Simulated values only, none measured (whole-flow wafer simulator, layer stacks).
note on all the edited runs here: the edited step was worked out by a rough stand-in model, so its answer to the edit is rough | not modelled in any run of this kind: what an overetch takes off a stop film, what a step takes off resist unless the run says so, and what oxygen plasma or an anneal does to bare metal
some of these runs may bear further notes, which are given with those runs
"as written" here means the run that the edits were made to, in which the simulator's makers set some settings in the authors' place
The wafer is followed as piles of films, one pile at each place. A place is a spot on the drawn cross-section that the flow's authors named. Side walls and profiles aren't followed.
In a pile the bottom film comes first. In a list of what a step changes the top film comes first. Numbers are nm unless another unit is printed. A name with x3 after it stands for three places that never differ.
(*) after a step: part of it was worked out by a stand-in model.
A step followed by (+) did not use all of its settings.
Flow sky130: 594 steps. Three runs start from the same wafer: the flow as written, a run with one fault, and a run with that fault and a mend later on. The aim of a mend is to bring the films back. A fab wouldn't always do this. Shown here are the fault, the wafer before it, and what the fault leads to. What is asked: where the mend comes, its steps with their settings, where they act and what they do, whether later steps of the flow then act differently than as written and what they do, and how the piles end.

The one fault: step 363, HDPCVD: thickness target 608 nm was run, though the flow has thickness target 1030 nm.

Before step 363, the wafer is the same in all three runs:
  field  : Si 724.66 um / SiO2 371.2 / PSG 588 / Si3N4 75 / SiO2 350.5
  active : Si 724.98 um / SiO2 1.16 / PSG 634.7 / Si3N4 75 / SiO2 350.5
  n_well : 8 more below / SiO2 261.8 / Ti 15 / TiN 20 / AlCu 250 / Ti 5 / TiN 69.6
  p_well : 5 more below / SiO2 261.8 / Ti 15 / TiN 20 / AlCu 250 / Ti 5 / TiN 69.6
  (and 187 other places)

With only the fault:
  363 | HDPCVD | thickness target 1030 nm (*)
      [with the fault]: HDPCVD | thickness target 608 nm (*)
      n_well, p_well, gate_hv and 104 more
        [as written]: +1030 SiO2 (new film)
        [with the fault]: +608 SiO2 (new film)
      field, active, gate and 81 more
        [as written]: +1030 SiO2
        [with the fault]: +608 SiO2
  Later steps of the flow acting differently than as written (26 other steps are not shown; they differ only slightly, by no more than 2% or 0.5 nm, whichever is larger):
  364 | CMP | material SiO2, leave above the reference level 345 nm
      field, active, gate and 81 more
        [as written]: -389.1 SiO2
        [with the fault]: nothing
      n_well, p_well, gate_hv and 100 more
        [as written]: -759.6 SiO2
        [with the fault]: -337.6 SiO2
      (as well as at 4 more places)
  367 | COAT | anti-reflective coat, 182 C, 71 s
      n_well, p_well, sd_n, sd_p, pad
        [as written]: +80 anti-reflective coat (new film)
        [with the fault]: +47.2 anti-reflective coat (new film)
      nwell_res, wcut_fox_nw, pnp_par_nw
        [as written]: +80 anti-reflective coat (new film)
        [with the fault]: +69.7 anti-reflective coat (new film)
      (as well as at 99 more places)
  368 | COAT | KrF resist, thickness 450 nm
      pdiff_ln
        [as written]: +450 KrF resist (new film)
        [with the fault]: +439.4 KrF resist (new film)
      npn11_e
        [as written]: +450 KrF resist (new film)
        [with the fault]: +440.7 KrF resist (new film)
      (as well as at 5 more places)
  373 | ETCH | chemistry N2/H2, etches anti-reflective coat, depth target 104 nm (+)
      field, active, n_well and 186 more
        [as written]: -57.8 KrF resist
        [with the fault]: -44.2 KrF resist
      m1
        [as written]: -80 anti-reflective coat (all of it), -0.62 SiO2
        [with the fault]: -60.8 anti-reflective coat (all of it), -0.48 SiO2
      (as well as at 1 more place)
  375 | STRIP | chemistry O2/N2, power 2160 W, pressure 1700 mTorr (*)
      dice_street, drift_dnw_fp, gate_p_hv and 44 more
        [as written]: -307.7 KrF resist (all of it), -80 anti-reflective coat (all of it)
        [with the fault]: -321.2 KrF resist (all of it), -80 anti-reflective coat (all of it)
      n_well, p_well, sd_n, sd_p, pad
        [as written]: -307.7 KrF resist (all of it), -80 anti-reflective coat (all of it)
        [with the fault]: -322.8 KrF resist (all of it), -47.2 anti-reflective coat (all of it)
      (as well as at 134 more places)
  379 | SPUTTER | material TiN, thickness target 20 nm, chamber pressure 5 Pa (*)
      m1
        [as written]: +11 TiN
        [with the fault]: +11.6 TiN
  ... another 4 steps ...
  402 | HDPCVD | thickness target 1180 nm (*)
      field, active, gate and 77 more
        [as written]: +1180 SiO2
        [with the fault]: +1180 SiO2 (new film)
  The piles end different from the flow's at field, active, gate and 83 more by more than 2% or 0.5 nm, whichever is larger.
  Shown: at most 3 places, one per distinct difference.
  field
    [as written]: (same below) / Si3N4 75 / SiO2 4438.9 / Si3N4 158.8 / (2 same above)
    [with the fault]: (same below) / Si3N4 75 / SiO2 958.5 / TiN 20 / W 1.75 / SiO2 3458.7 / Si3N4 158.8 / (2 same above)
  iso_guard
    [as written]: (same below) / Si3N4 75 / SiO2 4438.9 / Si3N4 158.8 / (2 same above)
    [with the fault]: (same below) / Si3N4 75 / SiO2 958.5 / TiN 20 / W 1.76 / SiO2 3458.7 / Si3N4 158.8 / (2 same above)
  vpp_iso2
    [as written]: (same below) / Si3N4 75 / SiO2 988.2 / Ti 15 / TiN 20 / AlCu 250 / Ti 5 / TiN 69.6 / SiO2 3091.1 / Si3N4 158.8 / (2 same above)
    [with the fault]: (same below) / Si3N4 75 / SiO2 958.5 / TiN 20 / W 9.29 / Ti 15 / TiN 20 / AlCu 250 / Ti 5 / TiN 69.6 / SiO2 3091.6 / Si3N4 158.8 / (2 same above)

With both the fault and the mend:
  The mend stands after step 363.
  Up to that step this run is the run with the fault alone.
  363a | HDPCVD | thickness target 422 nm (*) (a further turn of the flow's step 363, with different settings)
      field, active, n_well and 188 more
        +422 SiO2
  Every later step of the flow that is run acts as written at every place that is followed.
  The piles end the same as the flow's at every place that both follow.
